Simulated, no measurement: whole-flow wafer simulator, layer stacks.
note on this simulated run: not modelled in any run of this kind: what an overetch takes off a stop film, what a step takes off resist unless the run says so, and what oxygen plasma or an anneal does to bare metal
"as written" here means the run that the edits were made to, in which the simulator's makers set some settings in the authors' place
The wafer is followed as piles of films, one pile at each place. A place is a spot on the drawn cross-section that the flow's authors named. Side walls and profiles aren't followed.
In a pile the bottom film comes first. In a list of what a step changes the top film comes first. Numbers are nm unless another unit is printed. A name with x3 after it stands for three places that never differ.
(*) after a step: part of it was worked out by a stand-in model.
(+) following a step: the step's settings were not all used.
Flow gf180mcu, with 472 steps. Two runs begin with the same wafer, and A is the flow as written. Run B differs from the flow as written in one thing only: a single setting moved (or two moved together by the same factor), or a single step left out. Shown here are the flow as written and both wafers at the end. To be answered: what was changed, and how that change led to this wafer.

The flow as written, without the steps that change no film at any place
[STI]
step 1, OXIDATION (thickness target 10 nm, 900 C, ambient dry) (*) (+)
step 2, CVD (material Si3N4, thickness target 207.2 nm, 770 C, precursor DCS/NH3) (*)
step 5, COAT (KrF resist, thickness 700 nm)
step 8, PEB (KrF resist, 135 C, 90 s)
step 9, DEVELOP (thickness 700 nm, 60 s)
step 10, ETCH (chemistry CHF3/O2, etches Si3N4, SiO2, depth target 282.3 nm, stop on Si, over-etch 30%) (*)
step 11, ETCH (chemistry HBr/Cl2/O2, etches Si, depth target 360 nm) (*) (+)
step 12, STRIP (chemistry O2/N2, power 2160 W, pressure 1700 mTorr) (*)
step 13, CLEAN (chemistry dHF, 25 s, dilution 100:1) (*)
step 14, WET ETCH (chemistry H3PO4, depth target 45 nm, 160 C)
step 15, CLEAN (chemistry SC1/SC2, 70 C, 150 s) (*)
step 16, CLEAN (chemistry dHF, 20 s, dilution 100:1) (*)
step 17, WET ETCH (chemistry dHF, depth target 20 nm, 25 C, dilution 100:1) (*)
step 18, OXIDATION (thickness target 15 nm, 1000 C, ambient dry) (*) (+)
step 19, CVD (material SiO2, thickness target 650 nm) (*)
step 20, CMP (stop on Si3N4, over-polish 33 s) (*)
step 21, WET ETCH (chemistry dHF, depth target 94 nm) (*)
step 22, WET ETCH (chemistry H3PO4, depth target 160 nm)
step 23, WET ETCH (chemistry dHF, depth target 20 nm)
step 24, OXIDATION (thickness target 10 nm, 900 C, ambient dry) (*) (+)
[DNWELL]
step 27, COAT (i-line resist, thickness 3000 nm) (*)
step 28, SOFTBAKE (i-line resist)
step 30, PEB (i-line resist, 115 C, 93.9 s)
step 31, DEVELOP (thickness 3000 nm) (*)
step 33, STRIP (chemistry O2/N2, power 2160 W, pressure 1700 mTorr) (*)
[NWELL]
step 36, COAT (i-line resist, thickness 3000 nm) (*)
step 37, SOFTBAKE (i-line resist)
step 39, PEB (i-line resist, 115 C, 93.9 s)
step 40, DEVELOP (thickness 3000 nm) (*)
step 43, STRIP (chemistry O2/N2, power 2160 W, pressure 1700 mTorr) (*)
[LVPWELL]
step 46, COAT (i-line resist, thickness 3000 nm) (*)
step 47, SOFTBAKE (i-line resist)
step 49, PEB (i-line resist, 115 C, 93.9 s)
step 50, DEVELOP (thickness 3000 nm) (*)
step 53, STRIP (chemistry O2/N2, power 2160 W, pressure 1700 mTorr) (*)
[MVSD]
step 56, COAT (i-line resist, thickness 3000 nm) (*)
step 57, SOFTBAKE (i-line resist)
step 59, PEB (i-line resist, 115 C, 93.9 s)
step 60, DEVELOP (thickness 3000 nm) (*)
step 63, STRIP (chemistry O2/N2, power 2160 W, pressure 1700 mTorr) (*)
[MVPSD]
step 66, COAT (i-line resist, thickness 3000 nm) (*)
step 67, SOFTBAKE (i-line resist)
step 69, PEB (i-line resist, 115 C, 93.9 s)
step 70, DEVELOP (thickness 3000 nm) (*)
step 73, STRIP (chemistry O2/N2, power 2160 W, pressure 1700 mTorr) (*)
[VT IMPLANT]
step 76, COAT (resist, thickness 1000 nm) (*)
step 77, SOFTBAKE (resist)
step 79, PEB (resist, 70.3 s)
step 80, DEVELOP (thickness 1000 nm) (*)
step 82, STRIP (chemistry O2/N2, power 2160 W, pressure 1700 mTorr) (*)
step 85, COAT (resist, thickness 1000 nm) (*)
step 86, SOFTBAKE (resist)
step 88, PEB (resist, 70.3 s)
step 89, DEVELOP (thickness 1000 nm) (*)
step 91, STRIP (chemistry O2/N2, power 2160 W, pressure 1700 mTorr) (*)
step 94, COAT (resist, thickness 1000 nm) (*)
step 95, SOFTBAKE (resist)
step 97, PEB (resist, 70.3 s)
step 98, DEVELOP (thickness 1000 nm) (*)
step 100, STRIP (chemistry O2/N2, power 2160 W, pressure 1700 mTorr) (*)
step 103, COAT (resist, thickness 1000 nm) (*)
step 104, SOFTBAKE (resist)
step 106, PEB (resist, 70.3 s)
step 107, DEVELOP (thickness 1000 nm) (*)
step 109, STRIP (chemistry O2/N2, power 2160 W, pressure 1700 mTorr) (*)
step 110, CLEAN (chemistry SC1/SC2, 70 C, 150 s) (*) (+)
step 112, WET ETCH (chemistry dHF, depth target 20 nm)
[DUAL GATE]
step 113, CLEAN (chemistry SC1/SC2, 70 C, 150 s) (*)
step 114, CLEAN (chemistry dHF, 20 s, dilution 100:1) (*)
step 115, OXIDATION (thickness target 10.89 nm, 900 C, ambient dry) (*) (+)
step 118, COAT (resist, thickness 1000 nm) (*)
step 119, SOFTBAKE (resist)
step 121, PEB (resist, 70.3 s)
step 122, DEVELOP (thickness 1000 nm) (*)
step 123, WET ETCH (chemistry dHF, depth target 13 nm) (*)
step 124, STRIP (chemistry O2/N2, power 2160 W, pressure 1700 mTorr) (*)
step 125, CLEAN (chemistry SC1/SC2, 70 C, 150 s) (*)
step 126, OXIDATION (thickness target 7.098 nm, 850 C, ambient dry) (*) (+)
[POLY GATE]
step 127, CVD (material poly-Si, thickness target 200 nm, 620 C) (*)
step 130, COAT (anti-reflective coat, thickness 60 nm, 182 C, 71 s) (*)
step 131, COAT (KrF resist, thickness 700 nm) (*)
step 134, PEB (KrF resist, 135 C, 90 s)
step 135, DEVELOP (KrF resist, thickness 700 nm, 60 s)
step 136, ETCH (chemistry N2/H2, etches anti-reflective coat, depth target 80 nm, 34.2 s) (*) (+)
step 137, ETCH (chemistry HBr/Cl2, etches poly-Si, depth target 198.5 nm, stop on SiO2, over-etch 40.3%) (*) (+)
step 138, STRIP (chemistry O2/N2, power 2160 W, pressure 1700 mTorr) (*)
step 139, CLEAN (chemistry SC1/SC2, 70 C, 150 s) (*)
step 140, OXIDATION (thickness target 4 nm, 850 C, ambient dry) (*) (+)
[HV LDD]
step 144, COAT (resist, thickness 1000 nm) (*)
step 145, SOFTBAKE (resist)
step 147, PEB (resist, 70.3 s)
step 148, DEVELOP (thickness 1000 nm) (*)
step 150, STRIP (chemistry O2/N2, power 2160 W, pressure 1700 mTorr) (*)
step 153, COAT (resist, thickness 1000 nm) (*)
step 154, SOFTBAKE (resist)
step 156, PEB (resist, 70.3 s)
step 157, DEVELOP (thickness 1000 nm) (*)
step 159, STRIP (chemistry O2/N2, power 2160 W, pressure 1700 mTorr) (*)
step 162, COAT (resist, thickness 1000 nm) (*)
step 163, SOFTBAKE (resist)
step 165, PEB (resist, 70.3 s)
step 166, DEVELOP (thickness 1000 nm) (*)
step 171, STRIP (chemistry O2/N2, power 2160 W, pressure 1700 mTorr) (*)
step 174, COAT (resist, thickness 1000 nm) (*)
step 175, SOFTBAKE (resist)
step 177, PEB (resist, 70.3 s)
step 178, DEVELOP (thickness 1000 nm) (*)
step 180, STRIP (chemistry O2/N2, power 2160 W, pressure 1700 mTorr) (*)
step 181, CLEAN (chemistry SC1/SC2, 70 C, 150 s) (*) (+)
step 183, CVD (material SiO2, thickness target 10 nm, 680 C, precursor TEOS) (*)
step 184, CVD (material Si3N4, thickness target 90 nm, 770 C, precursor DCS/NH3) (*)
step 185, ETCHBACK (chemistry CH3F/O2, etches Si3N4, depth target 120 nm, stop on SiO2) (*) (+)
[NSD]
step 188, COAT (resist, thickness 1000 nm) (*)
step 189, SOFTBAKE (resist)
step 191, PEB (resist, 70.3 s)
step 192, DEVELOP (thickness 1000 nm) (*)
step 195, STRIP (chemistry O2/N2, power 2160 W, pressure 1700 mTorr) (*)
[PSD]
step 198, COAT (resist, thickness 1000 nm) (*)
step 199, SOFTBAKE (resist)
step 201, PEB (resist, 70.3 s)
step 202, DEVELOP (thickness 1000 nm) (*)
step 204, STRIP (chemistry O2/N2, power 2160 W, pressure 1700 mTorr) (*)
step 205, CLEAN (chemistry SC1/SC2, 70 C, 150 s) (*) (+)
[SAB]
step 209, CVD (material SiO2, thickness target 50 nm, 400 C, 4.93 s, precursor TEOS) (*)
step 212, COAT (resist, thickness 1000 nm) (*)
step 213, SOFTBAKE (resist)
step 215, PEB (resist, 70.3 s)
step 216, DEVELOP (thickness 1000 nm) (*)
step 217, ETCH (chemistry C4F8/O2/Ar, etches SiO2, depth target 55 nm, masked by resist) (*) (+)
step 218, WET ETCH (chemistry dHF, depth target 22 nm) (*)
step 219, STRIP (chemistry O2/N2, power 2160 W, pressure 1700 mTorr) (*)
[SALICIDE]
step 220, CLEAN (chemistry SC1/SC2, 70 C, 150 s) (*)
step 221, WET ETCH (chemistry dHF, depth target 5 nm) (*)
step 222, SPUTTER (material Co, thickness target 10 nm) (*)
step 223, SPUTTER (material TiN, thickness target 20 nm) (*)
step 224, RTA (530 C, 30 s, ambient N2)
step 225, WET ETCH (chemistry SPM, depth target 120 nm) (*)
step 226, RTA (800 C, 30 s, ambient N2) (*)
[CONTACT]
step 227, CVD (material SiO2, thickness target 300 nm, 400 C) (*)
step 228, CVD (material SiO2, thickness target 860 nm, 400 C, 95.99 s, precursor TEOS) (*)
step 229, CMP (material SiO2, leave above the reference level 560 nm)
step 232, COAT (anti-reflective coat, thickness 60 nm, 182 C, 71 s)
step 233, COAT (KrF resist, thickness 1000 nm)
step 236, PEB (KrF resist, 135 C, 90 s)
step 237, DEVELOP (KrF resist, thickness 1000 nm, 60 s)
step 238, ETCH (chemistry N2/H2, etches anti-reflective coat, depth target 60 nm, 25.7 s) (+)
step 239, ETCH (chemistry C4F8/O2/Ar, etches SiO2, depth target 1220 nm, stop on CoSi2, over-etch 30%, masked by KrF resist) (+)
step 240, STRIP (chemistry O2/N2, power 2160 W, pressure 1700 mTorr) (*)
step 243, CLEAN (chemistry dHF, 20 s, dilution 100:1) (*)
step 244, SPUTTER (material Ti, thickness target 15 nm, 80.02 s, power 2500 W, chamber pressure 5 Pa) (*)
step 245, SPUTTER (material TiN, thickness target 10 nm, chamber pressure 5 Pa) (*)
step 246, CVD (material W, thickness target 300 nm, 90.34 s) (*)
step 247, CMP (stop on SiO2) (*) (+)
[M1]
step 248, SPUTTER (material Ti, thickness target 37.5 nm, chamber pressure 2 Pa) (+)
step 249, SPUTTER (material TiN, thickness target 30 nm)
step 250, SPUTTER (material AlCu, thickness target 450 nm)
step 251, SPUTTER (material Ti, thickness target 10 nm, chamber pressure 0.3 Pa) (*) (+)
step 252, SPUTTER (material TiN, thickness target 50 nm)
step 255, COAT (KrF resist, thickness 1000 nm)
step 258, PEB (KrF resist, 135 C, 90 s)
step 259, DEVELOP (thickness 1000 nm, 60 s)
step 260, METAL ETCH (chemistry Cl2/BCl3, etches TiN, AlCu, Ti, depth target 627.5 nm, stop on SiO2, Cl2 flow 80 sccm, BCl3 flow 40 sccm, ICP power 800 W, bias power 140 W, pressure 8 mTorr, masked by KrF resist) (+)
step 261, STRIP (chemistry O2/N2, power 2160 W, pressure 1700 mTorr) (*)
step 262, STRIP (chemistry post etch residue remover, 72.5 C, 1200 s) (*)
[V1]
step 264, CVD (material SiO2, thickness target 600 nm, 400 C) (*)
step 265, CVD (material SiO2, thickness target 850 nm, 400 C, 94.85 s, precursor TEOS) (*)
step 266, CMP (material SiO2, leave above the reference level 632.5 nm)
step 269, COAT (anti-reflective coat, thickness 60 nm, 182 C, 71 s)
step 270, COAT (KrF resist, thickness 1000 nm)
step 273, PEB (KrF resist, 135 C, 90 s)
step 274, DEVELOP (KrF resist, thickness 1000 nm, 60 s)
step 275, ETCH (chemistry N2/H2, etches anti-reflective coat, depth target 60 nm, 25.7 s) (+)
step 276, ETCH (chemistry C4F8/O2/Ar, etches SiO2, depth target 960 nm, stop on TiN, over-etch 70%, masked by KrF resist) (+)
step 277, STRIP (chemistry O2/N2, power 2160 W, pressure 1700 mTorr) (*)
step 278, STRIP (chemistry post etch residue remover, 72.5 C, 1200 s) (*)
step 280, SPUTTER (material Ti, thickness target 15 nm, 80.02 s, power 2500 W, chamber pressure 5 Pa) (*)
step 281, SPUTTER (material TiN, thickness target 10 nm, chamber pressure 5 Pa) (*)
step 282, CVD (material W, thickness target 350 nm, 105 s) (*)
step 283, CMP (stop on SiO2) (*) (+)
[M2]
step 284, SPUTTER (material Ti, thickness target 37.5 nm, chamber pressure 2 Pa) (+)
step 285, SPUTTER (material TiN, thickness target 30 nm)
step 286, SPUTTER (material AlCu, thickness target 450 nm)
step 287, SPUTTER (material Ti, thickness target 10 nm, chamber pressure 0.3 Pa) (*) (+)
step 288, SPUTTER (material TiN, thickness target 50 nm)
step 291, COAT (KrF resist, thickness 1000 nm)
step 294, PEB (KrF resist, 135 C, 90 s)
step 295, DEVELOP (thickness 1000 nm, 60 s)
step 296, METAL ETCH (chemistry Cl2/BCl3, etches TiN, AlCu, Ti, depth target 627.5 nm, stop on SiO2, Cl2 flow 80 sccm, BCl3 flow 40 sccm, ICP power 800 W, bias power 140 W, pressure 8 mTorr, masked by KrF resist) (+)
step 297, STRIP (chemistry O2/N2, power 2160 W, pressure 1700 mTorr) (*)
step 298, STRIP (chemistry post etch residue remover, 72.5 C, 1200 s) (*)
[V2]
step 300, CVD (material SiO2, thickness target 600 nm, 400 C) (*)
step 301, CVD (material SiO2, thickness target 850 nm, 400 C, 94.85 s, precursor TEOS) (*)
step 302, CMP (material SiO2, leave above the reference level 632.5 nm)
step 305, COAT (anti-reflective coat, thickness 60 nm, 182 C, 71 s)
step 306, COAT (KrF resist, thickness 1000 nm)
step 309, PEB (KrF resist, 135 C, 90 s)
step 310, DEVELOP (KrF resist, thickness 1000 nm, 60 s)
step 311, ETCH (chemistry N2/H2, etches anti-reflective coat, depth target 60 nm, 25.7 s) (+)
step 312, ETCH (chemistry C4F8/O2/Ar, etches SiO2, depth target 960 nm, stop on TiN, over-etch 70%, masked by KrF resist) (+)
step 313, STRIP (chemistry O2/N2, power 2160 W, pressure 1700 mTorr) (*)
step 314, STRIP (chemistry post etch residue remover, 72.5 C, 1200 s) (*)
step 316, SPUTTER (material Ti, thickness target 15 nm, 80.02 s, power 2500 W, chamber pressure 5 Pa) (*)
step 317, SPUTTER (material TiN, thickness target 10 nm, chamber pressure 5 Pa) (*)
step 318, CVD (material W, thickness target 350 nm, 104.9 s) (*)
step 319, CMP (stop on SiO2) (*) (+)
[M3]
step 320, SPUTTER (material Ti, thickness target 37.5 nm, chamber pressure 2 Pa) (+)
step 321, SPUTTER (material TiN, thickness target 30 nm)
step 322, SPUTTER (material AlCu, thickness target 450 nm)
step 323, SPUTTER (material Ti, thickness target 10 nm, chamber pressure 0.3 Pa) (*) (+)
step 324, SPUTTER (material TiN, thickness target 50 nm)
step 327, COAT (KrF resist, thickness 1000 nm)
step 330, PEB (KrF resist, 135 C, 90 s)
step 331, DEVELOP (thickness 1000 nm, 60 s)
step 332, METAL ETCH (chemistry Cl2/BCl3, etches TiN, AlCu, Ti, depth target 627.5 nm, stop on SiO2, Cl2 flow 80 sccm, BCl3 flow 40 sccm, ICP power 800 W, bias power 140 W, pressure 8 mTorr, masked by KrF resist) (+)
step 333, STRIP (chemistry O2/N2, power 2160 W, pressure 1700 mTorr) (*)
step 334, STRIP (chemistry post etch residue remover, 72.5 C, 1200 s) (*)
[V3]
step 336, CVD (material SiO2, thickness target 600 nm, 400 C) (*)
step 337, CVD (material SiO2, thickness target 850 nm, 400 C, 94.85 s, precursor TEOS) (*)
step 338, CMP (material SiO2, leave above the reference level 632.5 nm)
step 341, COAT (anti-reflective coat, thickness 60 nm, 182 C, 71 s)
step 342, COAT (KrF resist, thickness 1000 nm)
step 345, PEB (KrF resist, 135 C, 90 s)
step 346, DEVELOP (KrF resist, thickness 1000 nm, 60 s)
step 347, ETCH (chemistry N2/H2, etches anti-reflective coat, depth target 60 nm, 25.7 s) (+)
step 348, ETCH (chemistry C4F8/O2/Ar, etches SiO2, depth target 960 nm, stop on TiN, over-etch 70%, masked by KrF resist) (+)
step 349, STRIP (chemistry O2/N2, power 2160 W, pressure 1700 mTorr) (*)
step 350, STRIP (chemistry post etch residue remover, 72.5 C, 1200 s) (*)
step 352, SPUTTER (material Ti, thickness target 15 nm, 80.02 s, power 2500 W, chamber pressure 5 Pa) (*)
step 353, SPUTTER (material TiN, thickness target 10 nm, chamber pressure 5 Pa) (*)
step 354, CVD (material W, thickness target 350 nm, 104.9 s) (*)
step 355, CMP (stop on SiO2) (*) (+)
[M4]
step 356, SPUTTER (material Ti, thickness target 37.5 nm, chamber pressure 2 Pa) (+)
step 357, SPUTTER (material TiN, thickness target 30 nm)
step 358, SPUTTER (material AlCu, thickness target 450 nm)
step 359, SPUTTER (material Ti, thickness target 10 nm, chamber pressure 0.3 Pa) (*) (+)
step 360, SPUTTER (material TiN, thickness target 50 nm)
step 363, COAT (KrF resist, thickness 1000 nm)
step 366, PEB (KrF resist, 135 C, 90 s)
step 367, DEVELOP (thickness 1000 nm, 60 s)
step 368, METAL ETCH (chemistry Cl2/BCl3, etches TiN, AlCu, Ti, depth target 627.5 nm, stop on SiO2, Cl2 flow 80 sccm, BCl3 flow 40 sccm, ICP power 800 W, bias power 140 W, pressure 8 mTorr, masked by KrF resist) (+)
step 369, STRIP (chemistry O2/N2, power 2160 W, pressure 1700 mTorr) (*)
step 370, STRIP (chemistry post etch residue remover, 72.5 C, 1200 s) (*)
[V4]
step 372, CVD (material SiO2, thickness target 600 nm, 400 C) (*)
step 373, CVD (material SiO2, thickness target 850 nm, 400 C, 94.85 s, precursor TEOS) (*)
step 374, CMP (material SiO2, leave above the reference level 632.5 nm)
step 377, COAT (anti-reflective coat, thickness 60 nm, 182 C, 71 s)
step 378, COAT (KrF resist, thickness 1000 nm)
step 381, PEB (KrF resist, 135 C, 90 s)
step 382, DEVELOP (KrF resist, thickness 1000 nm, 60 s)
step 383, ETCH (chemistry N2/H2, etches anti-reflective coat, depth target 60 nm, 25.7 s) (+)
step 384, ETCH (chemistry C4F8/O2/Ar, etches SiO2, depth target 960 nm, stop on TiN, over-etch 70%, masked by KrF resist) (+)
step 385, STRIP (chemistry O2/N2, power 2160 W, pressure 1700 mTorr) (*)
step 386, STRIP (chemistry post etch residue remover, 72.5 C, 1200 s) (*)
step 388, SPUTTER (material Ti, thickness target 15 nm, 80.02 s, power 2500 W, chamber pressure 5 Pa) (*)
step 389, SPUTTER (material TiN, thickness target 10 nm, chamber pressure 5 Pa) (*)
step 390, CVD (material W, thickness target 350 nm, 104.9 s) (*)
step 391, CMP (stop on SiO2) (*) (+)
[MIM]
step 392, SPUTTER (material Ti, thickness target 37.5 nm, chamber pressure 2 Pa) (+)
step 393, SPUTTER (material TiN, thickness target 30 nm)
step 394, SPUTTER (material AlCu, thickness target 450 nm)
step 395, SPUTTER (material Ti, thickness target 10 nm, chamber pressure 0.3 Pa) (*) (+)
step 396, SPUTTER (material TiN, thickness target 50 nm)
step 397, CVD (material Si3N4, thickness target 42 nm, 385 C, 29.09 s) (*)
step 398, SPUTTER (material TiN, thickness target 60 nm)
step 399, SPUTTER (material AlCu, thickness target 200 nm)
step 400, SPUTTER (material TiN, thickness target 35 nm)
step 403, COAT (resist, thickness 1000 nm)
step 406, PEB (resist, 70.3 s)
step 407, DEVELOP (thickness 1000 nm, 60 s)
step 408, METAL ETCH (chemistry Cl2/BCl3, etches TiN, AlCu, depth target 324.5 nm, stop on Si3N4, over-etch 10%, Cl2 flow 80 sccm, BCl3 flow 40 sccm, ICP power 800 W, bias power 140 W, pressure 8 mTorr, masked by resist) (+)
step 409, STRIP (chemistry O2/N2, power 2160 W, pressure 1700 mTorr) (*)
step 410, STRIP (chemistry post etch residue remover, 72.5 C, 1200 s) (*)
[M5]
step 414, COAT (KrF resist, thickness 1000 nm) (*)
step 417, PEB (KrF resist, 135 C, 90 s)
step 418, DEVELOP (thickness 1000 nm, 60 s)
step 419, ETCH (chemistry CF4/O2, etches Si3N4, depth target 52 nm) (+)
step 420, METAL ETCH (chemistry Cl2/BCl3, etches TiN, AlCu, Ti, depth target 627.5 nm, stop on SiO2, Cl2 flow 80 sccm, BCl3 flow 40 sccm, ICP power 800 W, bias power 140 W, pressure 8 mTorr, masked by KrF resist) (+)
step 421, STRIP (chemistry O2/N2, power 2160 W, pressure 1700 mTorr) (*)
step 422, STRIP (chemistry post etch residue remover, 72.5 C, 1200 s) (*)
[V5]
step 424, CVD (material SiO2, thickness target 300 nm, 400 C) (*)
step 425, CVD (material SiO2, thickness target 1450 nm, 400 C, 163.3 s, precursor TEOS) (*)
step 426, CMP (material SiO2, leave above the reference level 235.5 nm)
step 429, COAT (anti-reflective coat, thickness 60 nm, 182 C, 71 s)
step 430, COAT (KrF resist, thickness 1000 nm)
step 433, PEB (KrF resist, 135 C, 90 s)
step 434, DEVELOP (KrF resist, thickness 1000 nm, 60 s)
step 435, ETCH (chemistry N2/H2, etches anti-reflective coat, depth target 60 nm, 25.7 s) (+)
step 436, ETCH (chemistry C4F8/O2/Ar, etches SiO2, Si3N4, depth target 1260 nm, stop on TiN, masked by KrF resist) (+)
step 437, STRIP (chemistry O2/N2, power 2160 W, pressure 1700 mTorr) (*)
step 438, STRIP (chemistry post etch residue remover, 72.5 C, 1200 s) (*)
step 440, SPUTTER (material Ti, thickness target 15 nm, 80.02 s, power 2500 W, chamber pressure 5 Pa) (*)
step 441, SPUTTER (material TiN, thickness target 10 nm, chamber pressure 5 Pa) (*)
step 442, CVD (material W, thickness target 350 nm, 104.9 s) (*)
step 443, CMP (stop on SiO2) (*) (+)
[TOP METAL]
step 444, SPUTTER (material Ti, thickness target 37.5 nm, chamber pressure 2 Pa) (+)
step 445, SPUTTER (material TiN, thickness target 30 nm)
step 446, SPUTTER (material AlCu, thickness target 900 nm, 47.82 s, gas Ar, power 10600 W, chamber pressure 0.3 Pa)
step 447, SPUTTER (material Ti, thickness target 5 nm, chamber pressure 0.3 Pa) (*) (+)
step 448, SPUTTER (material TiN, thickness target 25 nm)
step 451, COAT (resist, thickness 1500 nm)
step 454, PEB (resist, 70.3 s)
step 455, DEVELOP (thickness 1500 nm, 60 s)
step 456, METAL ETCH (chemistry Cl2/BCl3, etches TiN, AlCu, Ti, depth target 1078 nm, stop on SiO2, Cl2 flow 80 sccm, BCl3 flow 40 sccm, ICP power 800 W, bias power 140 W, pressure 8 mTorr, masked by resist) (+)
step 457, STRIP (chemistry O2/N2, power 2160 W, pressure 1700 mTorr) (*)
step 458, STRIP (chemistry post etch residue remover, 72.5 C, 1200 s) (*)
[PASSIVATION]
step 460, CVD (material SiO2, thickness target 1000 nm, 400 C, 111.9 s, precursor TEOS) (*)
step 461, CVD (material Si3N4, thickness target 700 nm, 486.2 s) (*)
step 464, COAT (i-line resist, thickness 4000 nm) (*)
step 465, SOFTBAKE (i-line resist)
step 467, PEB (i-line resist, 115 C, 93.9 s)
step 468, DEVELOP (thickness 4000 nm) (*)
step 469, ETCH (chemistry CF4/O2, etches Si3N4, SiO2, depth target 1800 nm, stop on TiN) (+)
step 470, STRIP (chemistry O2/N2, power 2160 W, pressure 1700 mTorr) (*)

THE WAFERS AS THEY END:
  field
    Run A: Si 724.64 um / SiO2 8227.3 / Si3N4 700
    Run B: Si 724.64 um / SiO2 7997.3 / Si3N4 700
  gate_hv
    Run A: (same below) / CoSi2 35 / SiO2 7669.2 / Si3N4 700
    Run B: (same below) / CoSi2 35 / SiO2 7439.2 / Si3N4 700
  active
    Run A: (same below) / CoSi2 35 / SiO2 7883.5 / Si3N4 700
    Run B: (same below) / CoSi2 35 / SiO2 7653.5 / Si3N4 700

The reason: step 394, SPUTTER: thickness target 220 nm was run, while the flow as written has thickness target 450 nm.

Step by step, how the change led to this:
  step 394, SPUTTER (material AlCu, thickness target 450 nm)
      field, field__w1, field__w2 and 108 more: A +450 AlCu (new film) | B +220 AlCu (new film)
  step 420, METAL ETCH (chemistry Cl2/BCl3, etches TiN, AlCu, Ti, depth target 627.5 nm, stop on SiO2, Cl2 flow 80 sccm, BCl3 flow 40 sccm, ICP power 800 W, bias power 140 W, pressure 8 mTorr, masked by KrF resist) (+)
      field, field__w1, field__w2 and 101 more: A -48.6 TiN (all of it), -10 Ti (all of it), -450 AlCu (all of it), -30 TiN (all of it), -37.5 Ti (all of it) | B -48.6 TiN (all of it), -10 Ti (all of it), -220 AlCu (all of it), -30 TiN (all of it), -37.5 Ti (all of it)
      field__w4, field__w8, contact, m1, m1__w1, mim, mim_1p0, m1_nw: A -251 KrF resist | B -207.6 KrF resist
  step 421, STRIP (chemistry O2/N2, power 2160 W, pressure 1700 mTorr) (*)
      field__w8, m1__w1: A -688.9 KrF resist (all of it) | B -732.2 KrF resist (all of it)
      contact, m1: A -689.3 KrF resist (all of it) | B -732.7 KrF resist (all of it)
      (and at 4 other places as well)
  step 426, CMP (material SiO2, leave above the reference level 235.5 nm)
      field, field__w1, field__w5 and 92 more: A -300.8 SiO2 | B -530.8 SiO2
      field__w2, field__w3, field__w12 and 6 more: A -272.7 SiO2 | B -513.1 SiO2
